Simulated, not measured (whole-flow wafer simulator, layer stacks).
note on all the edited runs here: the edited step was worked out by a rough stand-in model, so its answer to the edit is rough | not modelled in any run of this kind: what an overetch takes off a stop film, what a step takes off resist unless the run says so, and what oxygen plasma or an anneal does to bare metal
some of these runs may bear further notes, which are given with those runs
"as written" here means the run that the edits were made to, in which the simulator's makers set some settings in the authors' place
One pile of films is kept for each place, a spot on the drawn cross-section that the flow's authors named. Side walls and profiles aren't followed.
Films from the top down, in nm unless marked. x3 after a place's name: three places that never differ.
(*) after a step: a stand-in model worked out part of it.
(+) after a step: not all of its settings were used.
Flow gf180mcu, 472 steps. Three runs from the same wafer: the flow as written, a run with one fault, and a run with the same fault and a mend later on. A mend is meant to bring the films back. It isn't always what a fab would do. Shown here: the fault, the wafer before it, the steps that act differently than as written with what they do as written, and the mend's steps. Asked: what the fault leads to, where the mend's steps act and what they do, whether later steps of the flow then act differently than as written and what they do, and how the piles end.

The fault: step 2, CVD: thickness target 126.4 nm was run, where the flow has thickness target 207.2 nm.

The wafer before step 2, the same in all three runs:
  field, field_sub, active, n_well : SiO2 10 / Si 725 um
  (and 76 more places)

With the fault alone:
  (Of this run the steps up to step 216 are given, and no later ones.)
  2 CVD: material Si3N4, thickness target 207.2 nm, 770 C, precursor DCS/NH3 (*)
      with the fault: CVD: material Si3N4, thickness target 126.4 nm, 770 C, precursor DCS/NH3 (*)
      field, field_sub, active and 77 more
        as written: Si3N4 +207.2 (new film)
        with the fault: Si3N4 +126.4 (new film)
  Later steps of the flow that act differently than as written (9 more steps differ only slightly, by at most 2% or 0.5 nm, whichever is larger, and aren't shown):
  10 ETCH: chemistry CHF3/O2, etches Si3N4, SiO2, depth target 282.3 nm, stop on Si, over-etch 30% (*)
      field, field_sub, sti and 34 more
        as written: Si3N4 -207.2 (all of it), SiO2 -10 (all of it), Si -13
        with the fault: Si3N4 -126.4 (all of it), SiO2 -10 (all of it), Si -29.2
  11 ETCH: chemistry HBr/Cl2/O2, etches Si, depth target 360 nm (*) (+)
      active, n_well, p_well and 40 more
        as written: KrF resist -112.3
        with the fault: KrF resist -106.9
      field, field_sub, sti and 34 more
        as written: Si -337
        with the fault: Si -320.8
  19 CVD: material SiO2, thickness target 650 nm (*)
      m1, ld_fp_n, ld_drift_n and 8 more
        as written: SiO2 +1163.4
        with the fault: SiO2 +1082.6
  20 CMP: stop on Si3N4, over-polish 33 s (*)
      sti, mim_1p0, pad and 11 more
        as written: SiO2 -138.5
        with the fault: SiO2 -219.3
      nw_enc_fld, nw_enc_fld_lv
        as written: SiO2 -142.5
        with the fault: SiO2 -223.3
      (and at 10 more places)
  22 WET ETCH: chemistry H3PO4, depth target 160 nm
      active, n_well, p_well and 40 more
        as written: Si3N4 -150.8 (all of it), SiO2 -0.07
        with the fault: Si3N4 -70 (all of it), SiO2 -0.7
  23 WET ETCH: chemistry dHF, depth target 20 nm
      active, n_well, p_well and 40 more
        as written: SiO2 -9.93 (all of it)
        with the fault: SiO2 -9.3 (all of it)
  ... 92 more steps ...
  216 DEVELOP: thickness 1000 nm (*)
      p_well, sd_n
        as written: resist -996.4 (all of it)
        with the fault: resist -917.8 (all of it)
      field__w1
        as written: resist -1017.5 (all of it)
        with the fault: resist -1055.9 (all of it)
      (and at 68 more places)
  After step 216 the piles differ from the flow's by more than 2% or 0.5 nm, whichever is larger, at field, field__w1, field__w2 and 68 more.
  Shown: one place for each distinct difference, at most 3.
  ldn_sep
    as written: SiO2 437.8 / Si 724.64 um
    with the fault: SiO2 357.6 / Si 724.64 um
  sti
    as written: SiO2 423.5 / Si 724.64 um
    with the fault: SiO2 343.3 / Si 724.63 um
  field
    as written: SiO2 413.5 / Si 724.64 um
    with the fault: SiO2 333.4 / Si 724.63 um

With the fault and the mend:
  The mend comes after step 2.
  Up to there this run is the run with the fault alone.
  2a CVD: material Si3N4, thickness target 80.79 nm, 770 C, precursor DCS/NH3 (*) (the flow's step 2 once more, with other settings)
      field, field_sub, active and 77 more
        Si3N4 +80.8
  No later step of the flow acts differently than as written at any place that is followed.
  At the end the piles are the same as the flow's at every place that both follow.
